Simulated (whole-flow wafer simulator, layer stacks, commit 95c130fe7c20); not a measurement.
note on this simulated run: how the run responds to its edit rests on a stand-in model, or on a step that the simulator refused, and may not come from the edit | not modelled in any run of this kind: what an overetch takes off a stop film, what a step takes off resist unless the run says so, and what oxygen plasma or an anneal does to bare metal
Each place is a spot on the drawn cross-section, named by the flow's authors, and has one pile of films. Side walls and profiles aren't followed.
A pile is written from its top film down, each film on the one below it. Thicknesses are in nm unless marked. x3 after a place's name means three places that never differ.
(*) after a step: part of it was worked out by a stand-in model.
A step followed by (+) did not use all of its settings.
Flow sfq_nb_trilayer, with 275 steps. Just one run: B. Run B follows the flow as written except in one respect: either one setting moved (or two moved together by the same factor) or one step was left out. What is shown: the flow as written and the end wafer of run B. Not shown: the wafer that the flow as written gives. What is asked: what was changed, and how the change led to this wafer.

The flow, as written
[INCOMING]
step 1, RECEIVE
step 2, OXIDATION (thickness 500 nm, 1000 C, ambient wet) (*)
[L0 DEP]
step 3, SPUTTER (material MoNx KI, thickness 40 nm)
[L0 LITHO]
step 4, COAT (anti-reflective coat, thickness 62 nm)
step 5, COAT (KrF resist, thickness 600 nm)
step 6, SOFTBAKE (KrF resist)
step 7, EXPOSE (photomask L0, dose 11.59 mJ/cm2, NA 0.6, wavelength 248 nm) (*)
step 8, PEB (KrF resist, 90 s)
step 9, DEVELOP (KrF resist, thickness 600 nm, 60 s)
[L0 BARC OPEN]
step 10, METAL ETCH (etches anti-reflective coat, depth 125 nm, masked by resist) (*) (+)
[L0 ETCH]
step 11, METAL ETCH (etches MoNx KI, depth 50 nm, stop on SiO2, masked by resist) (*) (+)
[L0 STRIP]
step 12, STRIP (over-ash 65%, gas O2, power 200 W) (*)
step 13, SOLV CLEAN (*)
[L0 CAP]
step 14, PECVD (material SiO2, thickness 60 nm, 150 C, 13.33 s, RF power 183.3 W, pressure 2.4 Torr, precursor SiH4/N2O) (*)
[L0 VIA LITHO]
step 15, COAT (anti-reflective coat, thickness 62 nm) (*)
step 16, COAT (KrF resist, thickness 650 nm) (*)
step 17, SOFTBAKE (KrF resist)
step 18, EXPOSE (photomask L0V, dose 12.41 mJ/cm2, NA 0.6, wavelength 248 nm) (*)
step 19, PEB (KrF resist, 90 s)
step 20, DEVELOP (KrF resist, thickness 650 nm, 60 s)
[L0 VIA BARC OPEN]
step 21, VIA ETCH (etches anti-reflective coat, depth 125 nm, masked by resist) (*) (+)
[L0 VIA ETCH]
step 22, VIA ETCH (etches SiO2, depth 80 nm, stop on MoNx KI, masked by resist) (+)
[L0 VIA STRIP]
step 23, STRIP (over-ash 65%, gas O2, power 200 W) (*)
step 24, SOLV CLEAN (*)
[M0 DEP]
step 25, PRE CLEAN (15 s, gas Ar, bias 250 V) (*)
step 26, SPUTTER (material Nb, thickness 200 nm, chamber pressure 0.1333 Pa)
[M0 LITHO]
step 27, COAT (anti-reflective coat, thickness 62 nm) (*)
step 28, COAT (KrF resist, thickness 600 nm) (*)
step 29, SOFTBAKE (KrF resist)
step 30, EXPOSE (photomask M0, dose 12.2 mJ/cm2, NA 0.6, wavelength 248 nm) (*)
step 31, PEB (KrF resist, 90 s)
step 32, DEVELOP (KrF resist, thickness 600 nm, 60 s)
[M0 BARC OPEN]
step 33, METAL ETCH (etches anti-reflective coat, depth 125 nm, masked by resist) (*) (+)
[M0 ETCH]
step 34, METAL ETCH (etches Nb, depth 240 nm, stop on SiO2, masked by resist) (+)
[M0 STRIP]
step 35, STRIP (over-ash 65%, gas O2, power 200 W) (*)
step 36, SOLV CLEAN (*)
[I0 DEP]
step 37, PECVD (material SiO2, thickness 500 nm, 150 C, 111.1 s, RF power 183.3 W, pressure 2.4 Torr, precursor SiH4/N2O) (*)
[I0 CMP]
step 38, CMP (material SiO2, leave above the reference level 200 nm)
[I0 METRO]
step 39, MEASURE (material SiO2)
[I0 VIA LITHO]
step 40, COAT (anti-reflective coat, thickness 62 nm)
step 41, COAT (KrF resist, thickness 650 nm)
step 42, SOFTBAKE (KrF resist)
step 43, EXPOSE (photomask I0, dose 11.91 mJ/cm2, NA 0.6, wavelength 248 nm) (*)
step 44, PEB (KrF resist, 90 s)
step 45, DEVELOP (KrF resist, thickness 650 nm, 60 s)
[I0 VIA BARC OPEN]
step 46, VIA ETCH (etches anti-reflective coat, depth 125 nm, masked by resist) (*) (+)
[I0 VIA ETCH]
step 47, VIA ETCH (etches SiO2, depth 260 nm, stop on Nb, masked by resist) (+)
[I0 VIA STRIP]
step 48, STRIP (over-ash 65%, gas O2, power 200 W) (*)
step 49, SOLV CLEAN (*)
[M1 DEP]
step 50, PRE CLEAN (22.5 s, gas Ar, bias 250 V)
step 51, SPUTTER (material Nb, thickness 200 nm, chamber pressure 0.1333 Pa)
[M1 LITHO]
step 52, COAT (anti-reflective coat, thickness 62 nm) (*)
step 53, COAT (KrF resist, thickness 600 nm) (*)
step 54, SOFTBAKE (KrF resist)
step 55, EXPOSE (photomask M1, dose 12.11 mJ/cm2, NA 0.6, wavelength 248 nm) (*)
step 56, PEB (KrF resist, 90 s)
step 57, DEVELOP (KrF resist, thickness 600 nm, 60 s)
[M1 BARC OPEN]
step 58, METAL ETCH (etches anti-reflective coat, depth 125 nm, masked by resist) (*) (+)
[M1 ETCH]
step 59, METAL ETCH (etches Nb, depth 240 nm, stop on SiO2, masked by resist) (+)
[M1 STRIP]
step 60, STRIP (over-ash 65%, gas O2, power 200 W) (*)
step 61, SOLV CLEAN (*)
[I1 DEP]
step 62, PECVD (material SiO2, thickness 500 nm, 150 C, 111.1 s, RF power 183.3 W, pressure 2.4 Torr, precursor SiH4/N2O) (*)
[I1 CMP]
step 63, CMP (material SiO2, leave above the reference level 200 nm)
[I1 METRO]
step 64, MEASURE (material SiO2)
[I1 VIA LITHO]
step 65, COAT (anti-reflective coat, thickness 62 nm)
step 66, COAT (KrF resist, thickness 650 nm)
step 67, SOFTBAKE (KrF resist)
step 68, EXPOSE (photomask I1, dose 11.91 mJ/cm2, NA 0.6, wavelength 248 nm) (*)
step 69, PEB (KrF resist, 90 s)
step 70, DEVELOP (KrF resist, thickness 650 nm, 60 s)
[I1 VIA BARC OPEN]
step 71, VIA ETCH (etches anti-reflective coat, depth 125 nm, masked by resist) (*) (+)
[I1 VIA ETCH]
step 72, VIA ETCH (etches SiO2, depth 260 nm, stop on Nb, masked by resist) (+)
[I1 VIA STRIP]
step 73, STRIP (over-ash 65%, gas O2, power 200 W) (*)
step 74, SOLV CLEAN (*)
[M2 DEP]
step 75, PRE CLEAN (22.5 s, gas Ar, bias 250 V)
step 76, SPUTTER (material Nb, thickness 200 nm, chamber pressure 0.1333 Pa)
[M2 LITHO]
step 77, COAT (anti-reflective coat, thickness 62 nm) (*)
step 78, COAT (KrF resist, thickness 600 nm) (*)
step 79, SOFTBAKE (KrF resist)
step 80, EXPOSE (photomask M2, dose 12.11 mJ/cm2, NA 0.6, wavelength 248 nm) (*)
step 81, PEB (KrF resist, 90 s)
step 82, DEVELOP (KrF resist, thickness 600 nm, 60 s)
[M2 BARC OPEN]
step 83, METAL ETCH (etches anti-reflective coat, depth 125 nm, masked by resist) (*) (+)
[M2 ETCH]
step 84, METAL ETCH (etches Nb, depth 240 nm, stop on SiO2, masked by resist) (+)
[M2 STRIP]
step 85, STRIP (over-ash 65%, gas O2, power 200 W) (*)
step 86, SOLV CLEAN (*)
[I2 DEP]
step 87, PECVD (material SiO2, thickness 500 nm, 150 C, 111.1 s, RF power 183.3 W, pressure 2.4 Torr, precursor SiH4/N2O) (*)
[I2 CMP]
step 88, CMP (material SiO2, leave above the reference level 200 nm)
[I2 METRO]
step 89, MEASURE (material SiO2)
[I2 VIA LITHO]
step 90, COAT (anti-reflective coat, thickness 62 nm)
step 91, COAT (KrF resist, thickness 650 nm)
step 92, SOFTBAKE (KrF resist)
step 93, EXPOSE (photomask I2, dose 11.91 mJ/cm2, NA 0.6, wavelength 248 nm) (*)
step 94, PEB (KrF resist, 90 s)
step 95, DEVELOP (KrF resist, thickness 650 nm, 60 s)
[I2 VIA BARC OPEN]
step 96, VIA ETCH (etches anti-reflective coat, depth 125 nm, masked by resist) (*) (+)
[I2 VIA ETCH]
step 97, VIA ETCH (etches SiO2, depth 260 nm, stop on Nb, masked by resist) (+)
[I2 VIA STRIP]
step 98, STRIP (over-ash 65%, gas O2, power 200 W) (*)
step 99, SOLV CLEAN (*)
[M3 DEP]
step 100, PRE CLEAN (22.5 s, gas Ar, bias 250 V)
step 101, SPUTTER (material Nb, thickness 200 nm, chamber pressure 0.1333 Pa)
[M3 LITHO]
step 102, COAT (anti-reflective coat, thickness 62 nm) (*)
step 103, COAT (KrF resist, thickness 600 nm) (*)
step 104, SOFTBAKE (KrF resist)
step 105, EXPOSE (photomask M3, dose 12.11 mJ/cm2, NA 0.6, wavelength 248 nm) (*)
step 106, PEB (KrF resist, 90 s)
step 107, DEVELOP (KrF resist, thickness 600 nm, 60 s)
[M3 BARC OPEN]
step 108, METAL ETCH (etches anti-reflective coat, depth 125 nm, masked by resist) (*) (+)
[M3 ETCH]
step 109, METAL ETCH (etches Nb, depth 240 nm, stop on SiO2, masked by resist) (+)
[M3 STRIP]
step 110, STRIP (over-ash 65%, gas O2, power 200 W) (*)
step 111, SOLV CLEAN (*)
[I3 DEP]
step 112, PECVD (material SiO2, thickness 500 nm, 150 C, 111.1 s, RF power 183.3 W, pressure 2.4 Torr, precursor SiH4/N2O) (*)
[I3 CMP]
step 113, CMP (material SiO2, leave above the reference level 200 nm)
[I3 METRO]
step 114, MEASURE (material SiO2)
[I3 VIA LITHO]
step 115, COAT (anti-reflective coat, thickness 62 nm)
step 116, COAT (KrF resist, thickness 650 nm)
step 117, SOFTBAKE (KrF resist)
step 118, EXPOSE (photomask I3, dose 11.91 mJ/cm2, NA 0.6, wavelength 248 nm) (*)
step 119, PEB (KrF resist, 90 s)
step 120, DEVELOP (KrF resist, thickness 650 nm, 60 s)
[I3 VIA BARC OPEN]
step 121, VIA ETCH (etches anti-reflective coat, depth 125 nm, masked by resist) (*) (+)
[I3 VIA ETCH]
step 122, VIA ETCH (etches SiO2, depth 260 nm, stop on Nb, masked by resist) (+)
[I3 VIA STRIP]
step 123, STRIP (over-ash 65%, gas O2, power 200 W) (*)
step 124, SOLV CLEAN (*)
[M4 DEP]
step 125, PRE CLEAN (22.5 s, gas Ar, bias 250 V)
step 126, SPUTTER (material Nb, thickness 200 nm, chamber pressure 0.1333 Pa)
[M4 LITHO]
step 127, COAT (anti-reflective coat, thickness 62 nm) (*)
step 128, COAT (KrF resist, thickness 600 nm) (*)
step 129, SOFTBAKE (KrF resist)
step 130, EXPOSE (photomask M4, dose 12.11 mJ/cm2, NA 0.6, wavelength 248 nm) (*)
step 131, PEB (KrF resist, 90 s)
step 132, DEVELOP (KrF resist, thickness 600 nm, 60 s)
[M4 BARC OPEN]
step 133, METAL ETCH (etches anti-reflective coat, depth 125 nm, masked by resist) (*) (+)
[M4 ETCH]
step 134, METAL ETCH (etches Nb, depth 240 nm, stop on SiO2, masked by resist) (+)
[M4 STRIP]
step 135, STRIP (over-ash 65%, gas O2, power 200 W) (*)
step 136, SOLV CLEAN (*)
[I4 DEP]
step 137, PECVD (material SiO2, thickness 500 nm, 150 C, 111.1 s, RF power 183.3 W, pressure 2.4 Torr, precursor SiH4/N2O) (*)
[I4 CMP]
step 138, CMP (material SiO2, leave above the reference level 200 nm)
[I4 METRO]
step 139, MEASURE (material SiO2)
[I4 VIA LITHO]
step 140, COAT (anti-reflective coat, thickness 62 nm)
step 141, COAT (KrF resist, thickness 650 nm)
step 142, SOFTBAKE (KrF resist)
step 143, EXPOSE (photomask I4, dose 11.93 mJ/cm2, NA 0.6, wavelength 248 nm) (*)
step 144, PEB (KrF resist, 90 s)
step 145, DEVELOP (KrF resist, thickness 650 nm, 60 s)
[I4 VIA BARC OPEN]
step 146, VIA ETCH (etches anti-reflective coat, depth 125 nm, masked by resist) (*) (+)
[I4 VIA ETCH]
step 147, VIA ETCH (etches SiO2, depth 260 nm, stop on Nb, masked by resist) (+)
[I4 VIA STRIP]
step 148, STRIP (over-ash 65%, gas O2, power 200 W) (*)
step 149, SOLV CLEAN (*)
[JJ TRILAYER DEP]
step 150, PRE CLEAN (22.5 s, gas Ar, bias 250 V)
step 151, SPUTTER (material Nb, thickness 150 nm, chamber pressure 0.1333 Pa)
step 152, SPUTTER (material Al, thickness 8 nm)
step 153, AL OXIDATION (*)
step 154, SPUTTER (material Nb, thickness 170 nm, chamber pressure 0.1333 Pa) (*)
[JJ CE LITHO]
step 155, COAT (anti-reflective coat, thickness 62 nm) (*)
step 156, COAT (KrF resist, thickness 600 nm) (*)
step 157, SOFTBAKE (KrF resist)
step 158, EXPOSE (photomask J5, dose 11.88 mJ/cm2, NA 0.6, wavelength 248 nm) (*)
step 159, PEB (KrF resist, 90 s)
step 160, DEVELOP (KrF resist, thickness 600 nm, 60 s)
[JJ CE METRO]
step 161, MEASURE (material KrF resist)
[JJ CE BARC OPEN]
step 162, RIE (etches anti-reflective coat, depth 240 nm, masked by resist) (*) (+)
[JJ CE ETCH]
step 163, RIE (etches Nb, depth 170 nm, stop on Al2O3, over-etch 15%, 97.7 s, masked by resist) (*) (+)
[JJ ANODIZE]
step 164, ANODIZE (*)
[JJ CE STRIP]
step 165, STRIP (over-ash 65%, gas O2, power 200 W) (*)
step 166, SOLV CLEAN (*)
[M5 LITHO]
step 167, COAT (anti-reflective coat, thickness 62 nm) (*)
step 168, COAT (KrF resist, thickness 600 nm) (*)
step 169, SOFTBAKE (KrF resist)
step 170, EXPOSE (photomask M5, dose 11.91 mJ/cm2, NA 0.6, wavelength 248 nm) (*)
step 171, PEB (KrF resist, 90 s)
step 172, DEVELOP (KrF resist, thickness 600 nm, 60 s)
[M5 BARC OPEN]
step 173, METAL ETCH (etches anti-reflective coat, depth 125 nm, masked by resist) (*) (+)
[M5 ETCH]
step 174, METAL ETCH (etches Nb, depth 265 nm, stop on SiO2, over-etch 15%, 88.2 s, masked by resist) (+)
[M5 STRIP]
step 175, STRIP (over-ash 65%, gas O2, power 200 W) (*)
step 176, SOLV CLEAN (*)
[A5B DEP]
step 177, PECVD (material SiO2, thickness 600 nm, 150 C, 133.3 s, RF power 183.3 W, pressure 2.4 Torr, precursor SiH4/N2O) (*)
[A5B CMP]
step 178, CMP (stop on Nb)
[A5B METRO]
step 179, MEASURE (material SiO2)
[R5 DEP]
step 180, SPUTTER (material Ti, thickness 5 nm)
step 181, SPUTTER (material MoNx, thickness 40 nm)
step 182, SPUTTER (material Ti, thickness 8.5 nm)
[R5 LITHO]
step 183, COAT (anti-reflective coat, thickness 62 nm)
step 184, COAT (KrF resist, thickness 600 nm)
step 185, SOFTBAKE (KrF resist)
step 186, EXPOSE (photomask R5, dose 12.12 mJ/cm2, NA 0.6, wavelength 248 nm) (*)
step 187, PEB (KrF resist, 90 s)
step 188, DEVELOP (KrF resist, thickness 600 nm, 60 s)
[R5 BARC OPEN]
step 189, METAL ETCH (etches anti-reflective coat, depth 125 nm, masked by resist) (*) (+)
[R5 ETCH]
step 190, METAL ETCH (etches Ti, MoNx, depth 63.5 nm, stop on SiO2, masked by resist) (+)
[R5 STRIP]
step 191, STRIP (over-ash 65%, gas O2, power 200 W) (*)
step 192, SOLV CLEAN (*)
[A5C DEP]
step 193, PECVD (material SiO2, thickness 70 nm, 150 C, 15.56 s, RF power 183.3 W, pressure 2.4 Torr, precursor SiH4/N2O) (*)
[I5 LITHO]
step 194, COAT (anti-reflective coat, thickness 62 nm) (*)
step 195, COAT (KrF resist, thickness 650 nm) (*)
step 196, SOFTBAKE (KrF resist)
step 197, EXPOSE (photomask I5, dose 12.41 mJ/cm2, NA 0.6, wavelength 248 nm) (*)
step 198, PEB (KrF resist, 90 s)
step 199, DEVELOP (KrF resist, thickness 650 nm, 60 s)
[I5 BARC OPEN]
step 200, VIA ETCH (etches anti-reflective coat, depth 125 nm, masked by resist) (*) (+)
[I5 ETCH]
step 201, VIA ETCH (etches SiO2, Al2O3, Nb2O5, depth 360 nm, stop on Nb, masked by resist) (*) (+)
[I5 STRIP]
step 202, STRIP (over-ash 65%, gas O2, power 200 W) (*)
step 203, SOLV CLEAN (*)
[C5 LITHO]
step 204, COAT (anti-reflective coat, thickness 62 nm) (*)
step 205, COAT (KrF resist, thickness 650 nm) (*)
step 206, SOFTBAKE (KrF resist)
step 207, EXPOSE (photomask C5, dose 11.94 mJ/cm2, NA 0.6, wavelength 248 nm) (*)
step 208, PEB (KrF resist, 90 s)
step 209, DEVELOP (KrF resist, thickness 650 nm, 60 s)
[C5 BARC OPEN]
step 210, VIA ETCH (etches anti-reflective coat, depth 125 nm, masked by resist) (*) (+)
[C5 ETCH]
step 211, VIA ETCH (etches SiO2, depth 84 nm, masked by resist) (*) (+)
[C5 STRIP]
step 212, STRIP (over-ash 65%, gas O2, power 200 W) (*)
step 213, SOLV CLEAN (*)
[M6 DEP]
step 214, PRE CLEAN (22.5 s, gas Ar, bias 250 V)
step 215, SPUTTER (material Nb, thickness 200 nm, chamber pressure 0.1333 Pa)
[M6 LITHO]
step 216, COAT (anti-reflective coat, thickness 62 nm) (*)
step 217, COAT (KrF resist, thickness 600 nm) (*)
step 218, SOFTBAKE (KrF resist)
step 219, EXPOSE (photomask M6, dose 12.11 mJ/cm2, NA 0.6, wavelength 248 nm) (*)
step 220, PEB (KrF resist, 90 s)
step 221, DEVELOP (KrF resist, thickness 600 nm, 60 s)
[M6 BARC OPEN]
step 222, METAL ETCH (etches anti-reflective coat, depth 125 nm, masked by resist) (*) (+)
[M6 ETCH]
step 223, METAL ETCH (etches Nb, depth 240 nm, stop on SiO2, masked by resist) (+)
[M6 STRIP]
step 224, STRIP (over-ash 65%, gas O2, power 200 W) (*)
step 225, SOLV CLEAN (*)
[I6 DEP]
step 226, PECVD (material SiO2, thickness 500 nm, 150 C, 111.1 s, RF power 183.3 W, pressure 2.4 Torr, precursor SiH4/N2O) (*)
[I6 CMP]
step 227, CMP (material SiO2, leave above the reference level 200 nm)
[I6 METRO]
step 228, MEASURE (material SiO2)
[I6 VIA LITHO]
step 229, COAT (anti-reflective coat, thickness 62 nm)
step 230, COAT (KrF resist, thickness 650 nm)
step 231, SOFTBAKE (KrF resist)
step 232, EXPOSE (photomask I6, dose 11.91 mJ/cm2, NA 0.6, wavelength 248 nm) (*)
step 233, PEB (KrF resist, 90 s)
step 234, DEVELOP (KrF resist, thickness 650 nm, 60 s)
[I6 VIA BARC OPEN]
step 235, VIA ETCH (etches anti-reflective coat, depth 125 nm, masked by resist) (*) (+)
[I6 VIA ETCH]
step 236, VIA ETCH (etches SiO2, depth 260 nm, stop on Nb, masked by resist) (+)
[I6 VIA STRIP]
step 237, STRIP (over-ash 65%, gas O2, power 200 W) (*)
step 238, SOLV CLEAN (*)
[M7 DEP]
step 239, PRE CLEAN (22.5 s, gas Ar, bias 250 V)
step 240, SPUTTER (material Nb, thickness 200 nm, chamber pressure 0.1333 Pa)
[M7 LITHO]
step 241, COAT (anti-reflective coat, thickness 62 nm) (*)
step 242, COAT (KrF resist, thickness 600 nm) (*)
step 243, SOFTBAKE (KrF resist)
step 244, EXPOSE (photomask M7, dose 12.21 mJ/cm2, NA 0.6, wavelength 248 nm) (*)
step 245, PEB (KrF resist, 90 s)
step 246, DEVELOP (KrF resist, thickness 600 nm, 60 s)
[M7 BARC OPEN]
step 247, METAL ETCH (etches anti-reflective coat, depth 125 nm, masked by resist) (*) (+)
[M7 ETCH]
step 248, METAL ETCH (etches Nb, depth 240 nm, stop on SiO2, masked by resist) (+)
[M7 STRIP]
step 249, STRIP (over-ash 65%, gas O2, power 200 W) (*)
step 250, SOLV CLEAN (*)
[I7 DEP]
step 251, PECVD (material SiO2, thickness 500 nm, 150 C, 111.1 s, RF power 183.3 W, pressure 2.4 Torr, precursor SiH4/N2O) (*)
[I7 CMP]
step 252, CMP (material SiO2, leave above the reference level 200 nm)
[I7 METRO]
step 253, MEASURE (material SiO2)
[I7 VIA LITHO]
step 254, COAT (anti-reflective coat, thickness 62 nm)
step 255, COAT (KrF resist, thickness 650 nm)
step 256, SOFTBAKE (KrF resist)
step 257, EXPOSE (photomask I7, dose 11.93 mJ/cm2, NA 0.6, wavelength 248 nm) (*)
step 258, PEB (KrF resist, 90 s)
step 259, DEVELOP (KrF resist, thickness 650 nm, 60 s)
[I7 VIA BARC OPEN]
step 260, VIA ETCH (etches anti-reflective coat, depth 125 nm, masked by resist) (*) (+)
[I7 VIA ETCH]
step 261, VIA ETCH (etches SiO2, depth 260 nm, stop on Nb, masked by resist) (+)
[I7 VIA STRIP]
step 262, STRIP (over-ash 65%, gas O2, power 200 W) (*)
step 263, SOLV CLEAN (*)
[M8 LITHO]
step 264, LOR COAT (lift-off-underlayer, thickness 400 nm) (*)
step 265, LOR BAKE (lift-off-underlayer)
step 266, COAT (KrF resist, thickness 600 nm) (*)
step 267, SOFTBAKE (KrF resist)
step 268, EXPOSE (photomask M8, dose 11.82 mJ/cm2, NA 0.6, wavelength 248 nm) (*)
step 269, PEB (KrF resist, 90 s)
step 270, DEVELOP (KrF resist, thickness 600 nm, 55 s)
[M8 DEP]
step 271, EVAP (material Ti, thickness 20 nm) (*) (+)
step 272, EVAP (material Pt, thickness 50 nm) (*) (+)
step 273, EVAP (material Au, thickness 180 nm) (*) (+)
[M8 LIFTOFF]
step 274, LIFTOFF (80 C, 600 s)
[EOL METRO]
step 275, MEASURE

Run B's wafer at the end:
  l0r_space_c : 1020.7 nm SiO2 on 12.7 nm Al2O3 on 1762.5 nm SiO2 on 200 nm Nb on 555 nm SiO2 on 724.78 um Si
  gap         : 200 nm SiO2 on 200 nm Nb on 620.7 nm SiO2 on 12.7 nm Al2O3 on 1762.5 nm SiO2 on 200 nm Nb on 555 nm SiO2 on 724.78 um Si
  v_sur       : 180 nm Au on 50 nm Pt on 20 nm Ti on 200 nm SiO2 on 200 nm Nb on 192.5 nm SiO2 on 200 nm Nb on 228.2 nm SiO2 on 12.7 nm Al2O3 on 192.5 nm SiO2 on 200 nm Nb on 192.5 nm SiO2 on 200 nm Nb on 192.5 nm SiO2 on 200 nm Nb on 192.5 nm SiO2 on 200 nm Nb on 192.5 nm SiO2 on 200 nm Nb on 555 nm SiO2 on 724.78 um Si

The reason: step 151, SPUTTER: material Nb, thickness 150 nm, chamber pressure 0.1333 Pa, was omitted.

Step by step, how the change led to this:
  step 152, SPUTTER (material Al, thickness 8 nm)
      via_wl, via_wr: Al gains 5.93 (new film) (it would be, as written: Al gains 5.14 (new film))
  step 154, SPUTTER (material Nb, thickness 170 nm, chamber pressure 0.1333 Pa) (*)
      via_wl, via_wr: Nb gains 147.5 (new film) (it would be, as written: Nb gains 140.7 (new film))
      via_w: Nb gains 147.7 (new film) (it would be, as written: Nb gains 141 (new film))
  step 155, COAT (anti-reflective coat, thickness 62 nm) (*)
      via_wl, via_wr: anti-reflective coat gains 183 (new film) (it would be, as written: anti-reflective coat gains 209.4 (new film))
      via_w: anti-reflective coat gains 92.3 (new film) (it would be, as written: anti-reflective coat gains 97.4 (new film))
  step 156, COAT (KrF resist, thickness 600 nm) (*)
      via_w: KrF resist gains 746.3 (new film) (it would be, as written: KrF resist gains 763.8 (new film))
  step 160, DEVELOP (KrF resist, thickness 600 nm, 60 s)
      via_w: KrF resist loses 744.7 (all of it) (it would be, as written: KrF resist loses 762.1 (all of it))
  step 162, RIE (etches anti-reflective coat, depth 240 nm, masked by resist) (*) (+)
      ce_l, c5j, ce_r, wl_jj: KrF resist loses 183 (it would be, as written: KrF resist loses 209.4)
      via_wl, via_wr: anti-reflective coat loses 183 (all of it) (it would be, as written: anti-reflective coat loses 209.4 (all of it))
      (also at 1 further place)
  step 163, RIE (etches Nb, depth 170 nm, stop on Al2O3, over-etch 15%, 97.7 s, masked by resist) (*) (+)
      via_wl, via_wr: Nb loses 147.5 (all of it), Al2O3 loses 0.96 (all of it) (it would be, as written: Nb loses 140.7 (all of it), Al2O3 loses 0.96 (all of it))
      via_w: Nb loses 147.7 (all of it), Al2O3 loses 0.96 (all of it) (it would be, as written: Nb loses 141 (all of it), Al2O3 loses 0.96 (all of it))
  step 164, ANODIZE (*)
      field_l, v_sur, via_sp and 96 more: Al2O3 gains 12.2, Al loses 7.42 (all of it) (it would be, as written: Al2O3 gains 12.2, Nb2O5 gains 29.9 (new film), Al loses 7.42 (all of it), Nb loses 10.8)
      via_wl, via_wr: Al2O3 gains 8.83 (new film), Nb2O5 gains 36.8 (new film), Al loses 5.35 (all of it), Nb loses 13.3 (it would be, as written: Al2O3 gains 7.52 (new film), Nb2O5 gains 39.2 (new film), Al loses 4.56 (all of it), Nb loses 14.1)
      (also at 1 further place)
  step 165, STRIP (over-ash 65%, gas O2, power 200 W) (*)
      ce_l: KrF resist loses 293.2 (all of it), anti-reflective coat loses 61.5 (all of it) (it would be, as written: KrF resist loses 266.8 (all of it), anti-reflective coat loses 61.4 (all of it))
      c5j: KrF resist loses 293.3 (all of it), anti-reflective coat loses 61.5 (all of it) (it would be, as written: KrF resist loses 266.9 (all of it), anti-reflective coat loses 61.5 (all of it))
      (also at 2 further places)
  step 167, COAT (anti-reflective coat, thickness 62 nm) (*)
      wl_j_sl, wl_j_sr: anti-reflective coat gains 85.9 (new film) (it would be, as written: anti-reflective coat gains 83.3 (new film))
      via_wl: anti-reflective coat gains 140.6 (new film) (it would be, as written: anti-reflective coat gains 170.5 (new film))
      (also at 8 further places)
  step 168, COAT (KrF resist, thickness 600 nm) (*)
      via_w: KrF resist gains 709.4 (new film) (it would be, as written: KrF resist gains 732.6 (new film))
      ce_l: KrF resist gains 516.7 (new film) (it would be, as written: KrF resist gains 528.3 (new film))
      (also at 3 further places)
  step 174, METAL ETCH (etches Nb, depth 265 nm, stop on SiO2, over-etch 15%, 88.2 s, masked by resist) (+)
      field_l, r_sur, res and 50 more: Al2O3 loses 12.6 (all of it), SiO2 loses 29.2 (it would be, as written: Al2O3 loses 12.6 (all of it), Nb2O5 loses 29.9 (all of it), Nb loses 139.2 (all of it), SiO2 loses 12.3)
  step 175, STRIP (over-ash 65%, gas O2, power 200 W) (*)
      via_wl: KrF resist loses 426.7 (all of it), anti-reflective coat loses 140.6 (all of it) (it would be, as written: KrF resist loses 427 (all of it), anti-reflective coat loses 170.5 (all of it))
      via_w: KrF resist loses 480.3 (all of it), anti-reflective coat loses 79.2 (all of it) (it would be, as written: KrF resist loses 503.5 (all of it), anti-reflective coat loses 84.1 (all of it))
      (also at 9 further places)
  step 178, CMP (stop on Nb)
      v_sur, via_sp, via_v and 43 more: SiO2 loses 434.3 (it would be, as written: SiO2 loses 453.5)
      field_l, p4_fl, p4_fm and 39 more: SiO2 loses 392.4 (it would be, as written: SiO2 loses 259.3)
      (also at 14 further places)
  step 201, VIA ETCH (etches SiO2, Al2O3, Nb2O5, depth 360 nm, stop on Nb, masked by resist) (*) (+)
      be: SiO2 loses 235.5 (all of it), Al2O3 loses 12.7 (all of it), SiO2 loses 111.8 (it would be, as written: SiO2 loses 216.4 (all of it), Al2O3 loses 12.7 (all of it), Nb2O5 loses 29.9 (all of it))
  step 204, COAT (anti-reflective coat, thickness 62 nm) (*)
      wire: anti-reflective coat gains 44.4 (new film) (it would be, as written: anti-reflective coat gains 47.4 (new film))
      be: anti-reflective coat gains 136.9 (new film) (it would be, as written: anti-reflective coat gains 122.2 (new film))
      (also at 1 further place)
  ... 29 other steps ...
  step 274, LIFTOFF (80 C, 600 s)
      be: Au loses 180 (all of it), Pt loses 50 (all of it), Ti loses 20 (all of it), KrF resist loses 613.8 (all of it), lift-off-underlayer loses 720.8 (all of it) (it would be, as written: Au loses 180 (all of it), Pt loses 50 (all of it), Ti loses 20 (all of it), KrF resist loses 572.1 (all of it), lift-off-underlayer loses 398.5 (all of it))
      be_sur: Au loses 180 (all of it), Pt loses 50 (all of it), Ti loses 20 (all of it), KrF resist loses 587.3 (all of it), lift-off-underlayer loses 366.3 (all of it) (it would be, as written: Au loses 180 (all of it), Pt loses 50 (all of it), Ti loses 20 (all of it), KrF resist loses 572.6 (all of it), lift-off-underlayer loses 398.9 (all of it))
      (also at 1 further place)
Taking metal films that touch as one body, l0r_space_c has 1 body; the flow as written gives 2 bodies (between them, from the top down: SiO2 1762.5).
Taking metal films that touch as one body, gap has 2 bodies (between them, from the top down: SiO2 620.7 / Al2O3 12.7 / SiO2 1762.5); the flow as written gives 3 bodies (between them, from the top down: SiO2 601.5 / Al2O3 12.7 / Nb2O5 29.9; SiO2 1762.5).
Taking metal films that touch as one body, v_sur has 8 bodies (between them, from the top down: SiO2 200; SiO2 192.5; SiO2 228.2 / Al2O3 12.7 / SiO2 192.5; SiO2 192.5; SiO2 192.5; SiO2 192.5; SiO2 192.5); the flow as written gives 9 bodies (between them, from the top down: SiO2 200; SiO2 192.5; SiO2 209 / Al2O3 12.7 / Nb2O5 29.9; SiO2 192.5; SiO2 192.5; SiO2 192.5; SiO2 192.5; SiO2 192.5).
